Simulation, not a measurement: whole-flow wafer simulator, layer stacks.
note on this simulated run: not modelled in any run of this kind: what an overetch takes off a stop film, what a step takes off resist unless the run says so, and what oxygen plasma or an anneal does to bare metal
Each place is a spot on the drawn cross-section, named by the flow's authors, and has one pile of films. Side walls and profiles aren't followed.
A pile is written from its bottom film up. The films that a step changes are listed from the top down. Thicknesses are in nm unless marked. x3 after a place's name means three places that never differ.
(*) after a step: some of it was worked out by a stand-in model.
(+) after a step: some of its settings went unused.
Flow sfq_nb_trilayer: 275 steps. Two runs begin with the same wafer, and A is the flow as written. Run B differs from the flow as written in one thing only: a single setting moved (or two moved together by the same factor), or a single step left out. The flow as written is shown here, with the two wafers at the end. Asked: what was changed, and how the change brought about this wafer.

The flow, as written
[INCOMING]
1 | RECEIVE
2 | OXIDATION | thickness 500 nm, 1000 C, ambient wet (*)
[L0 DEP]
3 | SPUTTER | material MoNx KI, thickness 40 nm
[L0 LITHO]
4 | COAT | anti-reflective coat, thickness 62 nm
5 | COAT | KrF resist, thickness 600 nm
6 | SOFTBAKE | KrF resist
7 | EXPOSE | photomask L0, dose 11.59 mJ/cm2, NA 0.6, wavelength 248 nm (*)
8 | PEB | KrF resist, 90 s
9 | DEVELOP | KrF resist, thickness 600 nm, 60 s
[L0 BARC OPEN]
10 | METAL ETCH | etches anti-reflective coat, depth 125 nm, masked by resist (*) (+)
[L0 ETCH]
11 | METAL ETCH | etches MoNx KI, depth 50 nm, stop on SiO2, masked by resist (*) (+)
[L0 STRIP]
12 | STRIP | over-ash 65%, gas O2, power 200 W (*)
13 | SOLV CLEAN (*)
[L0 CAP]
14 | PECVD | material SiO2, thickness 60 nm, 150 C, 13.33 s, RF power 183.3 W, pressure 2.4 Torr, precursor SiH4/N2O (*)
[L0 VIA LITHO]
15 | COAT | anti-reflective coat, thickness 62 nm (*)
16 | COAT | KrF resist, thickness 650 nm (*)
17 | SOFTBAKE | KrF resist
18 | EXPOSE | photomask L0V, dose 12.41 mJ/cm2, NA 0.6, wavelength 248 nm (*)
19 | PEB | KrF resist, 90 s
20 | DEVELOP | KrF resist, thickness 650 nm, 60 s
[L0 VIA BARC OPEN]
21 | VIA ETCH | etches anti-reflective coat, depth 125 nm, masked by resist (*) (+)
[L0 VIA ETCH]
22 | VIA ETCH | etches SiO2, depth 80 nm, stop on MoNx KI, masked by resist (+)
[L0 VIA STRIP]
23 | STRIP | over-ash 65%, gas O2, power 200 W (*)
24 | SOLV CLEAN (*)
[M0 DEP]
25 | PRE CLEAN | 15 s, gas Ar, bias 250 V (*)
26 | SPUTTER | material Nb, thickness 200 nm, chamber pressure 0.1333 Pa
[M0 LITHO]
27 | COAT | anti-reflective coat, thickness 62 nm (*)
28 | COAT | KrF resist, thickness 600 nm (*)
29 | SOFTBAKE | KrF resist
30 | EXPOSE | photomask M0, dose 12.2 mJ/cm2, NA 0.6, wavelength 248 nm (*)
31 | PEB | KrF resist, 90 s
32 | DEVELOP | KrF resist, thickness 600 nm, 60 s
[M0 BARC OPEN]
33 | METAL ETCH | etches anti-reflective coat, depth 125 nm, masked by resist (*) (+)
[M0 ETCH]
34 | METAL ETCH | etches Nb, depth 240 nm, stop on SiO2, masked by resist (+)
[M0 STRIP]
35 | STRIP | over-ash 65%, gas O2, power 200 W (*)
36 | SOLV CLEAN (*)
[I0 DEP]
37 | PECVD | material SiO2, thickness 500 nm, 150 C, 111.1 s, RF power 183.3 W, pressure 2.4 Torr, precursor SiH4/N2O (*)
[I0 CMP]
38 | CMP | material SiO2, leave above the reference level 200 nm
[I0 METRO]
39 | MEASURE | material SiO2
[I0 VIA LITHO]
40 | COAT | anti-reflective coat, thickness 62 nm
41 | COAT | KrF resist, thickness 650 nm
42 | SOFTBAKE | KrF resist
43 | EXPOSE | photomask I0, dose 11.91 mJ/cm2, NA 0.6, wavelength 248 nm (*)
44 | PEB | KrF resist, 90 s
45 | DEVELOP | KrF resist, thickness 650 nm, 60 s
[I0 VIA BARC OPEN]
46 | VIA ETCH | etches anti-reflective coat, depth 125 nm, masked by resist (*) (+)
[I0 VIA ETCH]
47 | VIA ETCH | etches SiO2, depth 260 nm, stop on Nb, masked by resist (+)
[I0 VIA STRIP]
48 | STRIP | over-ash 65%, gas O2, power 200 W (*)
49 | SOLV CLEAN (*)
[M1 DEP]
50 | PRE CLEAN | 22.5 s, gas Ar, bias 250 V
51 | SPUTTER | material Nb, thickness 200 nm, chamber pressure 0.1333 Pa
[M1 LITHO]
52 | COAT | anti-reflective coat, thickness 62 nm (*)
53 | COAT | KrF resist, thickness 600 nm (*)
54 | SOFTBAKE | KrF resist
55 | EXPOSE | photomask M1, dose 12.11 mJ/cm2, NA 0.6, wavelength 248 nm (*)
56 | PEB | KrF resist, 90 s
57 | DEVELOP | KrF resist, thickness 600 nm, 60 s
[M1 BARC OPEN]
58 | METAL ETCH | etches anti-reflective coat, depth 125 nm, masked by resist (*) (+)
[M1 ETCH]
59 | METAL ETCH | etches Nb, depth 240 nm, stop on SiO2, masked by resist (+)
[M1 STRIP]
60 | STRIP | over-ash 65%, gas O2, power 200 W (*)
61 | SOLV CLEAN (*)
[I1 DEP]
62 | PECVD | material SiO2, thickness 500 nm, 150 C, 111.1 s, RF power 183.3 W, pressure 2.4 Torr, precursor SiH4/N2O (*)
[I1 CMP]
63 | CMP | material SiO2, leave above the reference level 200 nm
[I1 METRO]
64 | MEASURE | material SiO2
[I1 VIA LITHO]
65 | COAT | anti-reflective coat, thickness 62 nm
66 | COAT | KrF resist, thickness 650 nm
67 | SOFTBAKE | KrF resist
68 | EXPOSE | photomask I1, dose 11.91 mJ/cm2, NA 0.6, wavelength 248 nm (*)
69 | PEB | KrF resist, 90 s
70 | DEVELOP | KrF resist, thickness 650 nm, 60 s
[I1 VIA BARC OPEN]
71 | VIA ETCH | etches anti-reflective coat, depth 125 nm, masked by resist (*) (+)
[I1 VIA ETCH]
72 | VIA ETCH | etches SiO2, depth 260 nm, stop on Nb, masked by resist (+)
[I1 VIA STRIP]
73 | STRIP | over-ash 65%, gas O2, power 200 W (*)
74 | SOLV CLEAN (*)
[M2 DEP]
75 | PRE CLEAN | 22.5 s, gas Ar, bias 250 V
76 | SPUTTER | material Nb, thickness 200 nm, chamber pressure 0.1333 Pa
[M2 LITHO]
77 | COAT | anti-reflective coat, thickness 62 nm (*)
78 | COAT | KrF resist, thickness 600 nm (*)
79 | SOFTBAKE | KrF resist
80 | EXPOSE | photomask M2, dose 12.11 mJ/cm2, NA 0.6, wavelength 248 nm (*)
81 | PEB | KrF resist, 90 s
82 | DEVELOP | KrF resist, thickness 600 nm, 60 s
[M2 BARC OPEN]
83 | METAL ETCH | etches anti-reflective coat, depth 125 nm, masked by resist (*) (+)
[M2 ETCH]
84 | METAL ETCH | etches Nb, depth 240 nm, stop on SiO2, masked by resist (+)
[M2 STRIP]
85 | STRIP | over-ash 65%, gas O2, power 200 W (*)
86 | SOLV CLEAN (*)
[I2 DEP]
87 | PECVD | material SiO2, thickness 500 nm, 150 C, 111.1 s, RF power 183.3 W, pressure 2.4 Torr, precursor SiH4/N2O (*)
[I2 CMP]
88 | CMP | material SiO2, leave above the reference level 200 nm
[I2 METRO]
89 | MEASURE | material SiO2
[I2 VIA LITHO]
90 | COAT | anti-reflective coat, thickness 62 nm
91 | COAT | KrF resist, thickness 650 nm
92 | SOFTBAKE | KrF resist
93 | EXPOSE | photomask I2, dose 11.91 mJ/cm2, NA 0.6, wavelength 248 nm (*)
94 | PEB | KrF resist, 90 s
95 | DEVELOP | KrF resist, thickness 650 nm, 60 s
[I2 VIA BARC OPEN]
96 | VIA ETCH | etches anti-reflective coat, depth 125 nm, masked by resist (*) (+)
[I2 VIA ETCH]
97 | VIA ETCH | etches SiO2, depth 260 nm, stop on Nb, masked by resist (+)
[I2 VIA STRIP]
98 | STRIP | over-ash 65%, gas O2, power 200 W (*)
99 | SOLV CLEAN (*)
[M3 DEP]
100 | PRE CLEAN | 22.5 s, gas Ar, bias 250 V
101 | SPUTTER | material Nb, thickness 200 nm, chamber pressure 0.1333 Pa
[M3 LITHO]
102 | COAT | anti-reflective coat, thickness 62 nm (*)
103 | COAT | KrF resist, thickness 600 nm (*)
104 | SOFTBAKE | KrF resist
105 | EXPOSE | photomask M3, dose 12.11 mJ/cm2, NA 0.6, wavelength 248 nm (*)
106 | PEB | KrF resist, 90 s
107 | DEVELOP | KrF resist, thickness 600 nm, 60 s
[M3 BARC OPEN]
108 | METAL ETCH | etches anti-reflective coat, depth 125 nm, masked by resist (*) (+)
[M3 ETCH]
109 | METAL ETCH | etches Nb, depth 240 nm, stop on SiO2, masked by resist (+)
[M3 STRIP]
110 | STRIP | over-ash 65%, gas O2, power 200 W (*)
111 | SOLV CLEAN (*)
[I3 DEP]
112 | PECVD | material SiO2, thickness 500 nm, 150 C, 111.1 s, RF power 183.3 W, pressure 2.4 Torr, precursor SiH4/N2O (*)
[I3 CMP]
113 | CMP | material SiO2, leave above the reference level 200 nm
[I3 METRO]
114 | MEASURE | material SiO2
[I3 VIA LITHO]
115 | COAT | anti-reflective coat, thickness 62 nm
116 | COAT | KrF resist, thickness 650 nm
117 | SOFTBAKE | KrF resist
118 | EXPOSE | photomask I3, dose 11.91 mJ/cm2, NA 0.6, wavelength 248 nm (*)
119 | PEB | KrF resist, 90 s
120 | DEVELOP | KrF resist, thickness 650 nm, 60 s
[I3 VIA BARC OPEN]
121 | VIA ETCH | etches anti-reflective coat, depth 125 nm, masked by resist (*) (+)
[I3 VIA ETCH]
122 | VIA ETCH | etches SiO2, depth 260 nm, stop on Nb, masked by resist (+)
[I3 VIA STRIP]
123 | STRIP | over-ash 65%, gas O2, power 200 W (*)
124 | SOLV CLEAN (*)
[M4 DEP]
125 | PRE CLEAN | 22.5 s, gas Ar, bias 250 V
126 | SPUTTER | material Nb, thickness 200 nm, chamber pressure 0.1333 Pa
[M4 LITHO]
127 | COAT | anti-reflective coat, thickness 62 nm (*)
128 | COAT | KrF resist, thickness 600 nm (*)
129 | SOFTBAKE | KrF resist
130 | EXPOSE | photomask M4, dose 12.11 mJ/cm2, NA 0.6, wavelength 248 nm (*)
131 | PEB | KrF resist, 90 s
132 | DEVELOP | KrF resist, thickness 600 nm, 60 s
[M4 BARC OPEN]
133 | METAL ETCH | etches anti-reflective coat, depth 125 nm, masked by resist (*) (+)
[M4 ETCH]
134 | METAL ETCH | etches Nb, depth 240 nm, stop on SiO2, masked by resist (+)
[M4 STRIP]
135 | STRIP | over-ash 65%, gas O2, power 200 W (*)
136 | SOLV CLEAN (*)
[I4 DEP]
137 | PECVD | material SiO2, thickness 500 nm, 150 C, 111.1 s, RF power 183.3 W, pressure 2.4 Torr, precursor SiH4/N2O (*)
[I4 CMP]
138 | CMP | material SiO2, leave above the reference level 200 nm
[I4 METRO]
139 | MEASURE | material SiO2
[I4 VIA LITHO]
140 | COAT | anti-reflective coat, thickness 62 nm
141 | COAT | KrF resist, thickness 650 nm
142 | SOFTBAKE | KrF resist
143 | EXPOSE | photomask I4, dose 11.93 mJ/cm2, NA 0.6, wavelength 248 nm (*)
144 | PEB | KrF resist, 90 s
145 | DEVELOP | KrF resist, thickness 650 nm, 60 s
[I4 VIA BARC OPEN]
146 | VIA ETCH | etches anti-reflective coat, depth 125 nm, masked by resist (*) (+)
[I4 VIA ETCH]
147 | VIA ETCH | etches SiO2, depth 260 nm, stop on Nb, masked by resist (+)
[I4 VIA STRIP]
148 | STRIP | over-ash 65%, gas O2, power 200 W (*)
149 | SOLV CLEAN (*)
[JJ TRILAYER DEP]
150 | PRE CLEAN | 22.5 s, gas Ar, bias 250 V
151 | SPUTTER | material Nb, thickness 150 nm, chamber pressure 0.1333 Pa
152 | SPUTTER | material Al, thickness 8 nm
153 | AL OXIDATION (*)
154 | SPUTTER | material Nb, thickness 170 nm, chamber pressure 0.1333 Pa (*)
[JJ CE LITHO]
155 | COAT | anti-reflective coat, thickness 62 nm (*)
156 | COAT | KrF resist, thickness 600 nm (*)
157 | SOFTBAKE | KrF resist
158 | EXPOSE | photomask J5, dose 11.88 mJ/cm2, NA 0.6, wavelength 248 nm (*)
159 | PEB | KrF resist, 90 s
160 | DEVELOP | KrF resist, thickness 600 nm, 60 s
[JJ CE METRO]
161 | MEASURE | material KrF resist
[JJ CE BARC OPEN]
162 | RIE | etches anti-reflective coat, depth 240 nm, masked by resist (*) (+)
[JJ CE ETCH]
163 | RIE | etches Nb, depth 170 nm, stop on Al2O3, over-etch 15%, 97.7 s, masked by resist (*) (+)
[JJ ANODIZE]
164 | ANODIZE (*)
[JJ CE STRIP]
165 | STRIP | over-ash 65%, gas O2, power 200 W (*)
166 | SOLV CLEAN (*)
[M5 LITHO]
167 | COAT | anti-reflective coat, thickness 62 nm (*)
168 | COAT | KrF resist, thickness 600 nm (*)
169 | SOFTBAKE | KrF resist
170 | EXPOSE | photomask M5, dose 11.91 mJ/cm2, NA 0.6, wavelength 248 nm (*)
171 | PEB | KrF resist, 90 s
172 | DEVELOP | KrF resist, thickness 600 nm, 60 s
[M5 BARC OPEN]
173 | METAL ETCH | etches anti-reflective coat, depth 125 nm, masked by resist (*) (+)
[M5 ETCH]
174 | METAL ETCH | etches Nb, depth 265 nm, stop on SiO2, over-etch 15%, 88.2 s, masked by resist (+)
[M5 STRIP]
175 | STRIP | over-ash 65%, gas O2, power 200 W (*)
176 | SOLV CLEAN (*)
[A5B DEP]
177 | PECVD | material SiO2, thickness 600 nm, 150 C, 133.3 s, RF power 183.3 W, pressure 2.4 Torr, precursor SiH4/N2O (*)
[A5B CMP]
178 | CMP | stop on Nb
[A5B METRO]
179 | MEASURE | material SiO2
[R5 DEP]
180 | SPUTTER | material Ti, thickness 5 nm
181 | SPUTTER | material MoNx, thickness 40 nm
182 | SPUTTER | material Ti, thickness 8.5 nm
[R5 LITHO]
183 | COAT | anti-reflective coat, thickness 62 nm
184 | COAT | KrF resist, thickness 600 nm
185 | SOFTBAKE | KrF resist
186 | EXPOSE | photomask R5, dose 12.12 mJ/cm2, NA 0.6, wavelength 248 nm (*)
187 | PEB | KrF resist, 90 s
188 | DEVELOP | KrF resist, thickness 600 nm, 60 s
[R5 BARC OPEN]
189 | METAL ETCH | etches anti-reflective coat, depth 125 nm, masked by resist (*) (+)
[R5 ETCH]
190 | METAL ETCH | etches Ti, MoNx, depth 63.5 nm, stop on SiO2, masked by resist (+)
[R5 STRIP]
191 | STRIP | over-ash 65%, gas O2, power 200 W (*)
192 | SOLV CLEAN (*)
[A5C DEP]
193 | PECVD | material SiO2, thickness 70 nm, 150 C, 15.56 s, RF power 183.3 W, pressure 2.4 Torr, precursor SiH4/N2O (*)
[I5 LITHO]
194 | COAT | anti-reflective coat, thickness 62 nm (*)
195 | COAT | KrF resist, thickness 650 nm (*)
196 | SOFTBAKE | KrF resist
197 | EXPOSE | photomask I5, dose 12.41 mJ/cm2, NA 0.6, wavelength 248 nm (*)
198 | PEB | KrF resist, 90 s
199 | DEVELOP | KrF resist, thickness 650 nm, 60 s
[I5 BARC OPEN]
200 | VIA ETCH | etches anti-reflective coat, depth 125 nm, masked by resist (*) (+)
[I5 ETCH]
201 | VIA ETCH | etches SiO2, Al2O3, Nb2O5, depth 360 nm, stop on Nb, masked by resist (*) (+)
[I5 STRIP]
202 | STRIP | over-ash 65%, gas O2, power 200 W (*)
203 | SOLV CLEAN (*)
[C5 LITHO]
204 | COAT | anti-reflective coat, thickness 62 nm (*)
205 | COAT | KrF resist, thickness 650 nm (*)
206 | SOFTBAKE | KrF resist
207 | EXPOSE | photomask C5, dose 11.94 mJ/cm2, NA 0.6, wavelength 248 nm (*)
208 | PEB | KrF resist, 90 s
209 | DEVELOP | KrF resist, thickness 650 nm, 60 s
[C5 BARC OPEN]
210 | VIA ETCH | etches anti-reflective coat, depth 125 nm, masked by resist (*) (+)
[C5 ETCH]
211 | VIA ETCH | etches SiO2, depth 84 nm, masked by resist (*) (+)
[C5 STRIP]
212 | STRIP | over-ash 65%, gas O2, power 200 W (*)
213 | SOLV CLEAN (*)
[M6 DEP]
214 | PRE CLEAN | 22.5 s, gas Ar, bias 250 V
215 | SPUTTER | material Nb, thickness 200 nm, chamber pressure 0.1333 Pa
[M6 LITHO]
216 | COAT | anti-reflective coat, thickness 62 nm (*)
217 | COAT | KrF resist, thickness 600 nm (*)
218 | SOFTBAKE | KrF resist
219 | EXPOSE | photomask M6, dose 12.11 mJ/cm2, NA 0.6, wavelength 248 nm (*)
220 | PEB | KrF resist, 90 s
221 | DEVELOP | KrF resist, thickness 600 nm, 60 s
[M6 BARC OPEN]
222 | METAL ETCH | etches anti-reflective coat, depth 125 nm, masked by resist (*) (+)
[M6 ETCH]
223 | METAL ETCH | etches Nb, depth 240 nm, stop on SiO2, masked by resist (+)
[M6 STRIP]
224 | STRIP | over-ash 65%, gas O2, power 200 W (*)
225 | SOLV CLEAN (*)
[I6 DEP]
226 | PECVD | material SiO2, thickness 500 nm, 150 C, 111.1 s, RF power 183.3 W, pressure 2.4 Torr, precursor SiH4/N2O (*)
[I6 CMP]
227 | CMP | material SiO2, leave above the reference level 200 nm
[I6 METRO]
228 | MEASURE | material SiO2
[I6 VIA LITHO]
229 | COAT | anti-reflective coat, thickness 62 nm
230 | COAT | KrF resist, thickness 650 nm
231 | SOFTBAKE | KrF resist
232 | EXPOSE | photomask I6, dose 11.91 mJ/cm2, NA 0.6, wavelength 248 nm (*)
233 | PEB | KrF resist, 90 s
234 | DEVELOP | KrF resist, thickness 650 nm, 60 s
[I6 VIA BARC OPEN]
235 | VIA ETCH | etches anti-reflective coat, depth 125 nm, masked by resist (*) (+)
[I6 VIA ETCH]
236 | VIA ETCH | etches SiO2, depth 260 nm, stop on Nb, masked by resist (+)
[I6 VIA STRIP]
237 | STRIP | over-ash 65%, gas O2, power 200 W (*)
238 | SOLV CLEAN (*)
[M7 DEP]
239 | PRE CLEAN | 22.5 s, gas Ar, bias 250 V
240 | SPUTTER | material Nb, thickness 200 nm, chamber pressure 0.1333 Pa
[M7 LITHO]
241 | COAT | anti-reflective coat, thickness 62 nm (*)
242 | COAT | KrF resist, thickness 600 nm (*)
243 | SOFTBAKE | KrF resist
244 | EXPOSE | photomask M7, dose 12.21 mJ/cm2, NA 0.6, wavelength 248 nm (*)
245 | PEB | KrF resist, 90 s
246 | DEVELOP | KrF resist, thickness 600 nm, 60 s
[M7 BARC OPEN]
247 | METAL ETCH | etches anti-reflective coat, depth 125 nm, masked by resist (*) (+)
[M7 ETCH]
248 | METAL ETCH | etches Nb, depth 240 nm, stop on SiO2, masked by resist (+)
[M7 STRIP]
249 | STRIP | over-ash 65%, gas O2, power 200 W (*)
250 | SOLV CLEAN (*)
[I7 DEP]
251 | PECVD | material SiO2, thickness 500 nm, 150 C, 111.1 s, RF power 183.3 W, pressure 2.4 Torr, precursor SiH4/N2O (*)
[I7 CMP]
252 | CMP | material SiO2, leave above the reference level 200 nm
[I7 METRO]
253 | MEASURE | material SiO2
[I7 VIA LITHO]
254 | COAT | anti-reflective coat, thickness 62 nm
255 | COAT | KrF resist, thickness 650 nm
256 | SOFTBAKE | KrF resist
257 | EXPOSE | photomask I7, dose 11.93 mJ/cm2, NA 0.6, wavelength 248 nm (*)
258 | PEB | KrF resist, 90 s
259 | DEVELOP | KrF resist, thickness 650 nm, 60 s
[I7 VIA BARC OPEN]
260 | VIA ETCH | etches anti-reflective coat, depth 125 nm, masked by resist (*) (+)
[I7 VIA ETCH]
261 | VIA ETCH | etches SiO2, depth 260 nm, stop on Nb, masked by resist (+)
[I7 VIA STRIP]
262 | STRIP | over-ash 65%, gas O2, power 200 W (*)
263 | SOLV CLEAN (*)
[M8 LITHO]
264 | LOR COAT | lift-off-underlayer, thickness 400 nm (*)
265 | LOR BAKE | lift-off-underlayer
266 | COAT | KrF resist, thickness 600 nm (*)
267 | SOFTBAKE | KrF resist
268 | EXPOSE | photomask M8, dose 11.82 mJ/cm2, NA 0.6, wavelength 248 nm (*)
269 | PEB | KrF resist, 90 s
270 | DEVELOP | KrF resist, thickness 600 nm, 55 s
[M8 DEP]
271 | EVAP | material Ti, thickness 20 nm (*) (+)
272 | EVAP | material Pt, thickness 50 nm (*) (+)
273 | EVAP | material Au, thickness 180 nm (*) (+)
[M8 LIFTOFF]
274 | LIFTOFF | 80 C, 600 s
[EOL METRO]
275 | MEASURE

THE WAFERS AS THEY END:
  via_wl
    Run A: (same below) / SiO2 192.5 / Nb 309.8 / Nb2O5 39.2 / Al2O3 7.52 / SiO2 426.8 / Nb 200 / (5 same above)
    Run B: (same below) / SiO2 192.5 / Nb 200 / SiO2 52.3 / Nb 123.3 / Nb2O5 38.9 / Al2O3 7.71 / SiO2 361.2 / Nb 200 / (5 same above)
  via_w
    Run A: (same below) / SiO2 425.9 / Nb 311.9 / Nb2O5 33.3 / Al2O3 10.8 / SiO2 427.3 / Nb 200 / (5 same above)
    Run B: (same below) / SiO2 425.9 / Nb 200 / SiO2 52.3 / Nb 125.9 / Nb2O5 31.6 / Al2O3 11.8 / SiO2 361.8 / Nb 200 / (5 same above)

What caused this: step 147, VIA ETCH: depth 140 nm was run, while the flow as written has depth 260 nm.

How this came from the change, step by step:
  147 | VIA ETCH | etches SiO2, depth 260 nm, stop on Nb, masked by resist (+)
      via_wl, via_w, via_wr: A -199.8 SiO2 (all of it) | B -140 SiO2
      field_l, v_sur, via_sp and 100 more: A -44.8 KrF resist | B -24.1 KrF resist
  148 | STRIP | over-ash 65%, gas O2, power 200 W (*)
      field_l, v_sur, via_sp and 100 more: A -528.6 KrF resist (all of it), -62 anti-reflective coat (all of it) | B -549.3 KrF resist (all of it), -62 anti-reflective coat (all of it)
  150 | PRE CLEAN | 22.5 s, gas Ar, bias 250 V
      via_wl, via_w, via_wr: A -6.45 Nb | B -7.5 SiO2
  151 | SPUTTER | material Nb, thickness 150 nm, chamber pressure 0.1333 Pa
      via_wl, via_w, via_wr: A +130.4 Nb | B +137.3 Nb (new film)
  154 | SPUTTER | material Nb, thickness 170 nm, chamber pressure 0.1333 Pa (*)
      via_wl, via_wr: A +140.7 Nb (new film) | B +120.1 Nb (new film)
      via_w: A +141 Nb (new film) | B +164.2 Nb (new film)
  155 | COAT | anti-reflective coat, thickness 62 nm (*)
      via_wl, via_wr: A +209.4 anti-reflective coat (new film) | B +200.5 anti-reflective coat (new film)
      v_sur: A +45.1 anti-reflective coat (new film) | B +47.9 anti-reflective coat (new film)
      (and at 2 other places as well)
  156 | COAT | KrF resist, thickness 600 nm (*)
      via_wl: A +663 KrF resist (new film) | B +641.6 KrF resist (new film)
      via_w: A +763.8 KrF resist (new film) | B +696.8 KrF resist (new film)
      (and at 1 other place as well)
  160 | DEVELOP | KrF resist, thickness 600 nm, 60 s
      via_wl: A -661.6 KrF resist (all of it) | B -640.3 KrF resist (all of it)
      via_w: A -762.1 KrF resist (all of it) | B -695.3 KrF resist (all of it)
      (and at 1 other place as well)
  162 | RIE | etches anti-reflective coat, depth 240 nm, masked by resist (*) (+)
      ce_l, c5j, ce_r, wl_jj: A -209.4 KrF resist | B -200.5 KrF resist
      via_wl, via_wr: A -209.4 anti-reflective coat (all of it) | B -200.5 anti-reflective coat (all of it)
      (and at 3 other places as well)
  163 | RIE | etches Nb, depth 170 nm, stop on Al2O3, over-etch 15%, 97.7 s, masked by resist (*) (+)
      via_w: A -141 Nb (all of it), -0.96 Al2O3 (all of it) | B -164.2 Nb (all of it), -0.63 Al2O3
      via_wl, via_wr: A -140.7 Nb (all of it), -0.96 Al2O3 (all of it) | B -120.1 Nb (all of it), -0.96 Al2O3 (all of it)
  164 | ANODIZE (*)
      via_w: A +10.8 Al2O3 (new film), +33.3 Nb2O5 (new film), -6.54 Al (all of it), -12 Nb | B +11.4 Al2O3, +31.6 Nb2O5 (new film), -6.93 Al (all of it), -11.4 Nb
  165 | STRIP | over-ash 65%, gas O2, power 200 W (*)
      ce_l: A -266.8 KrF resist (all of it), -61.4 anti-reflective coat (all of it) | B -276.2 KrF resist (all of it), -61.6 anti-reflective coat (all of it)
      c5j: A -266.9 KrF resist (all of it), -61.5 anti-reflective coat (all of it) | B -276.2 KrF resist (all of it), -61.7 anti-reflective coat (all of it)
      (and at 2 other places as well)
  167 | COAT | anti-reflective coat, thickness 62 nm (*)
      via_wl: A +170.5 anti-reflective coat (new film) | B +121.8 anti-reflective coat (new film)
      via_w: A +84.1 anti-reflective coat (new film) | B +74.9 anti-reflective coat (new film)
      (and at 1 other place as well)
  168 | COAT | KrF resist, thickness 600 nm (*)
      via_w: A +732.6 KrF resist (new film) | B +692.9 KrF resist (new film)
  175 | STRIP | over-ash 65%, gas O2, power 200 W (*)
      v_sur: A -349.2 KrF resist (all of it), -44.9 anti-reflective coat (all of it) | B -359.2 KrF resist (all of it), -44.4 anti-reflective coat (all of it)
      via_wl: A -427 KrF resist (all of it), -170.5 anti-reflective coat (all of it) | B -423.6 KrF resist (all of it), -121.8 anti-reflective coat (all of it)
      (and at 2 other places as well)
  178 | CMP | stop on Nb
      via_wl, via_wr: A -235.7 SiO2 | B -301.3 SiO2
      via_w: A -235.2 SiO2 | B -300.7 SiO2
Taking metal films that touch as one body, via_wl has 8 bodies (between them, from the top down: SiO2 192.5; SiO2 361.2 / Al2O3 7.71 / Nb2O5 38.9; SiO2 52.3; SiO2 192.5; SiO2 192.5; SiO2 192.5; SiO2 192.5); the flow as written gives 7 bodies (between them, from the top down: SiO2 192.5; SiO2 426.8 / Al2O3 7.52 / Nb2O5 39.2; SiO2 192.5; SiO2 192.5; SiO2 192.5; SiO2 192.5).
Taking metal films that touch as one body, via_w has 6 bodies (between them, from the top down: SiO2 192.5; SiO2 361.8 / Al2O3 11.8 / Nb2O5 31.6; SiO2 52.3; SiO2 425.9; SiO2 416.9); the flow as written gives 5 bodies (between them, from the top down: SiO2 192.5; SiO2 427.3 / Al2O3 10.8 / Nb2O5 33.3; SiO2 425.9; SiO2 416.9).
